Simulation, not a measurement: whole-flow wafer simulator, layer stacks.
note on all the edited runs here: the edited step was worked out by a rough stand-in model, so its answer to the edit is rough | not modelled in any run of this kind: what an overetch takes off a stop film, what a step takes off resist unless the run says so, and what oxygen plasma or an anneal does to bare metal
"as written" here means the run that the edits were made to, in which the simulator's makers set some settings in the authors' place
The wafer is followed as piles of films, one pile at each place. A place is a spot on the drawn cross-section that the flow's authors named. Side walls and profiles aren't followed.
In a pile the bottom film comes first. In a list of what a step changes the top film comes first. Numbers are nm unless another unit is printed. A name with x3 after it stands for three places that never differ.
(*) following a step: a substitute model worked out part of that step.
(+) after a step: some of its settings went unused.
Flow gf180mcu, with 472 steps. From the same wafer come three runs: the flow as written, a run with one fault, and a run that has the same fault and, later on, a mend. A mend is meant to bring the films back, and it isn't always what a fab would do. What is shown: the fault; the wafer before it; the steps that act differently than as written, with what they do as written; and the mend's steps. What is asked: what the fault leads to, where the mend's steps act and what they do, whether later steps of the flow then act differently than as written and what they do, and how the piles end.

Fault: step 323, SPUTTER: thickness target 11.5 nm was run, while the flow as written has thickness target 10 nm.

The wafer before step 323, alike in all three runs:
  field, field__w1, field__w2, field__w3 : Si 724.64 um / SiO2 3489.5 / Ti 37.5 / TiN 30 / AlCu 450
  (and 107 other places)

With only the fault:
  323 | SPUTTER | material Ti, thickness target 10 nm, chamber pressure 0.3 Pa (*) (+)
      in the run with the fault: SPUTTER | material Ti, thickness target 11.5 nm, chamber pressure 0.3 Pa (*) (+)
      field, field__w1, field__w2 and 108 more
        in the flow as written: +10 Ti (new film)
        in the run with the fault: +11.5 Ti (new film)
  Steps further on in the flow that do not act as written (5 other steps are not shown; they differ only slightly, by no more than 2% or 0.5 nm, whichever is larger):
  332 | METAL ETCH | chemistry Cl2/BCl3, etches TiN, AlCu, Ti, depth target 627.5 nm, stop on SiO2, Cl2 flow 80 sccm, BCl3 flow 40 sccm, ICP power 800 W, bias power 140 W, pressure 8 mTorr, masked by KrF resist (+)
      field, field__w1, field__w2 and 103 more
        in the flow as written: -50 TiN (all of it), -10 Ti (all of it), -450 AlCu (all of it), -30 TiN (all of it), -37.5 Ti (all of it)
        in the run with the fault: -50 TiN (all of it), -11.5 Ti (all of it), -450 AlCu (all of it), -30 TiN (all of it), -37.5 Ti (all of it)
  By the end, the piles at field__w8, contact, m1, m1__w1, m1_nw depart from the flow's by more than 2% or 0.5 nm, whichever is larger.
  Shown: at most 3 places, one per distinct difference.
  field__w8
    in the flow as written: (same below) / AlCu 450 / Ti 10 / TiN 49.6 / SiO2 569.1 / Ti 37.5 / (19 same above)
    in the run with the fault: (same below) / AlCu 450 / Ti 11.5 / TiN 49.6 / SiO2 567.6 / Ti 37.5 / (19 same above)
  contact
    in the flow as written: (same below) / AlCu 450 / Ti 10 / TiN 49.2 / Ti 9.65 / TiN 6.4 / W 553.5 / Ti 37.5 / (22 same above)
    in the run with the fault: (same below) / AlCu 450 / Ti 11.5 / TiN 49.2 / Ti 9.66 / TiN 6.41 / W 552 / Ti 37.5 / (22 same above)

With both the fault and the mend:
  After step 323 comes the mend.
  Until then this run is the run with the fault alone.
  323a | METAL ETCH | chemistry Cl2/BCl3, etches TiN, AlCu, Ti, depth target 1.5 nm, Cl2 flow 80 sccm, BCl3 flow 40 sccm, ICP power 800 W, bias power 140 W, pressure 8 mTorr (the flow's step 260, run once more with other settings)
      field, field__w1, field__w2 and 108 more
        -1.5 Ti
  Every later step of the flow that is run acts as written at every place that is followed.
  The piles end the same as the flow's at every place that both follow.
